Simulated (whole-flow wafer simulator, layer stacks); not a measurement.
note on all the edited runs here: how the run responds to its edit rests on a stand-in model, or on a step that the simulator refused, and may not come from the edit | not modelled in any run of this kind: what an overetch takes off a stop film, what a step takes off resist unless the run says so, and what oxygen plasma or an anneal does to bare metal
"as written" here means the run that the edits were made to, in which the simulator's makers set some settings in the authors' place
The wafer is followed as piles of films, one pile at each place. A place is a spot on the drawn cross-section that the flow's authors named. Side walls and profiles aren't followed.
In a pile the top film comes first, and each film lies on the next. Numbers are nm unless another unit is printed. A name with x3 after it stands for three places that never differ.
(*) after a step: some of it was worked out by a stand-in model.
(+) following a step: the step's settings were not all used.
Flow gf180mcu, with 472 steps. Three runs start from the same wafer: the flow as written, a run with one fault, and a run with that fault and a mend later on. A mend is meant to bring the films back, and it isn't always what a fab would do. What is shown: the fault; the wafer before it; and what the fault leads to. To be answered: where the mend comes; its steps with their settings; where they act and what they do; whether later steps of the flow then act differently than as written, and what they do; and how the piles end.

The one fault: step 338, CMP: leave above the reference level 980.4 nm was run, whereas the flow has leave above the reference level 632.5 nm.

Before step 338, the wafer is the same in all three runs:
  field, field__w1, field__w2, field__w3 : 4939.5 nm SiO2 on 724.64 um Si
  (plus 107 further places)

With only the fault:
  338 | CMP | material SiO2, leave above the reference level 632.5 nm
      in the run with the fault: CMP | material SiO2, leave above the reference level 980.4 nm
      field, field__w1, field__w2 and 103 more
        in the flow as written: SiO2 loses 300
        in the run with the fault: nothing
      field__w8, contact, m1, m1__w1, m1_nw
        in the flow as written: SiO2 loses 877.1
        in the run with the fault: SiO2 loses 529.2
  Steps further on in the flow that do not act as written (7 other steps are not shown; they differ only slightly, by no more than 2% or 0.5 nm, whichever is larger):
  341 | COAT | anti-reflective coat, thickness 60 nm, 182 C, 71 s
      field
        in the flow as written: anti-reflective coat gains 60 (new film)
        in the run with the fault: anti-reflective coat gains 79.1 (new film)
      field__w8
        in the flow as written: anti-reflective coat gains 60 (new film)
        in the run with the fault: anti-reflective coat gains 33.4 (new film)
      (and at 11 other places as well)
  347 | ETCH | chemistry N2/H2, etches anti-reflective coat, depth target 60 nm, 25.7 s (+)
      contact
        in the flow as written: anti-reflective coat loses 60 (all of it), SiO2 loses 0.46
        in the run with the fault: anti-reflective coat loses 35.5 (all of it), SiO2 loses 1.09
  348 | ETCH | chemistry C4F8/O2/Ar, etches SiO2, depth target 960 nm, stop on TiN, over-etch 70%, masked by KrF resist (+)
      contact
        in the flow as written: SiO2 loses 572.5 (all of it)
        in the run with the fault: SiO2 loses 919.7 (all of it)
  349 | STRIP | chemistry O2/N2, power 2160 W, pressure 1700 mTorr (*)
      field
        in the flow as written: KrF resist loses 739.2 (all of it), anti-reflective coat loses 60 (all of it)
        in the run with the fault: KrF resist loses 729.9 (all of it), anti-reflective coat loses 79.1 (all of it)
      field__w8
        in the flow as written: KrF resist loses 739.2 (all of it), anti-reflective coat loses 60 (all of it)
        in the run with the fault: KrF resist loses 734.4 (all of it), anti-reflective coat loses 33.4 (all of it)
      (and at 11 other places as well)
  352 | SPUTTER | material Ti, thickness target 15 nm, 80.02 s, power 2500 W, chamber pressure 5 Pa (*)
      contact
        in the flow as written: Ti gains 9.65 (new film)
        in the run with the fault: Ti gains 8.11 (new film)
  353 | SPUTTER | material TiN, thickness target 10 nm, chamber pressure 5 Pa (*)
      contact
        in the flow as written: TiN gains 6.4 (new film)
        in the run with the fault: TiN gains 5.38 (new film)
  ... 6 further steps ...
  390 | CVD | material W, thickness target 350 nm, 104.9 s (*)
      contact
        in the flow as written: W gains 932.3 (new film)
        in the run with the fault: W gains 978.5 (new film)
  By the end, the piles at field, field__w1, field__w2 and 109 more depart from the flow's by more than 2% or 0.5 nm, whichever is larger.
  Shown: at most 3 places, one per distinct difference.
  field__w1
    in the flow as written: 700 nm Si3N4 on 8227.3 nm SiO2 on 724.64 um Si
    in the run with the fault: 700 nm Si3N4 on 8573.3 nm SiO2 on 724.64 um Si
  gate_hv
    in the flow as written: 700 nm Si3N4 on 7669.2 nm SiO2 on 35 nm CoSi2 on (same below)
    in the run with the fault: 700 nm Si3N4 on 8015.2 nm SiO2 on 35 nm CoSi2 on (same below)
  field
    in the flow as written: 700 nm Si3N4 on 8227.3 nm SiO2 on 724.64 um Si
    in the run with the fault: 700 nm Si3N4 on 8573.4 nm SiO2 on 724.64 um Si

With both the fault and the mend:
  After step 346 comes the mend.
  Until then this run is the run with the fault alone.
  346a | STRIP | chemistry O2/N2, power 2160 W, pressure 1700 mTorr (*)
      iso_ptap_pw, iso_ntap_nw, iso_nw_fld and 33 more
        KrF resist loses 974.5 (all of it), anti-reflective coat loses 60 (all of it)
      field_sub, field_sub__w1, field_sub__w2 and 14 more
        KrF resist loses 974.9 (all of it), anti-reflective coat loses 60.1 (all of it)
      field__w6, field__w7, field__w11 and 6 more
        KrF resist loses 975 (all of it), anti-reflective coat loses 60.1 (all of it)
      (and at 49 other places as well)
  346b | CMP | material SiO2, leave above the reference level 632.5 nm (the flow's step 338, run once more)
      field, field__w1, field__w2 and 103 more
        SiO2 loses 300
      field__w8, contact, m1, m1__w1, m1_nw
        SiO2 loses 347.9
  346c | HMDS | 120 C, 60 s (the flow's step 340, run once more)
      leaves every film unchanged at each place that is followed
  346d | COAT | anti-reflective coat, thickness 60 nm, 182 C, 71 s (the flow's step 341, run once more)
      field, field__w1, field__w2 and 108 more
        anti-reflective coat gains 60 (new film)
  346e | COAT | KrF resist, thickness 1000 nm (the flow's step 342, run once more)
      field, field__w1, field__w2 and 108 more
        KrF resist gains 1000 (new film)
  346f | SOFTBAKE | KrF resist (the flow's step 343, run once more)
      leaves every film unchanged at each place that is followed
  346g | EXPOSE | photomask Via3 (the flow's step 344, run once more)
      leaves every film unchanged at each place that is followed
  346h | PEB | KrF resist, 135 C, 90 s (the flow's step 345, run once more)
      field, field__w1, field__w2 and 108 more
        KrF resist loses 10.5
  346i | DEVELOP | KrF resist, thickness 1000 nm, 60 s (the flow's step 346, run once more)
      field, field__w1, field__w2 and 107 more
        KrF resist loses 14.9
      contact
        KrF resist loses 989.5 (all of it)
  Later steps of the flow that are run all act as written at every place that is followed.
  By the end, the piles equal the flow's at every place that both follow.
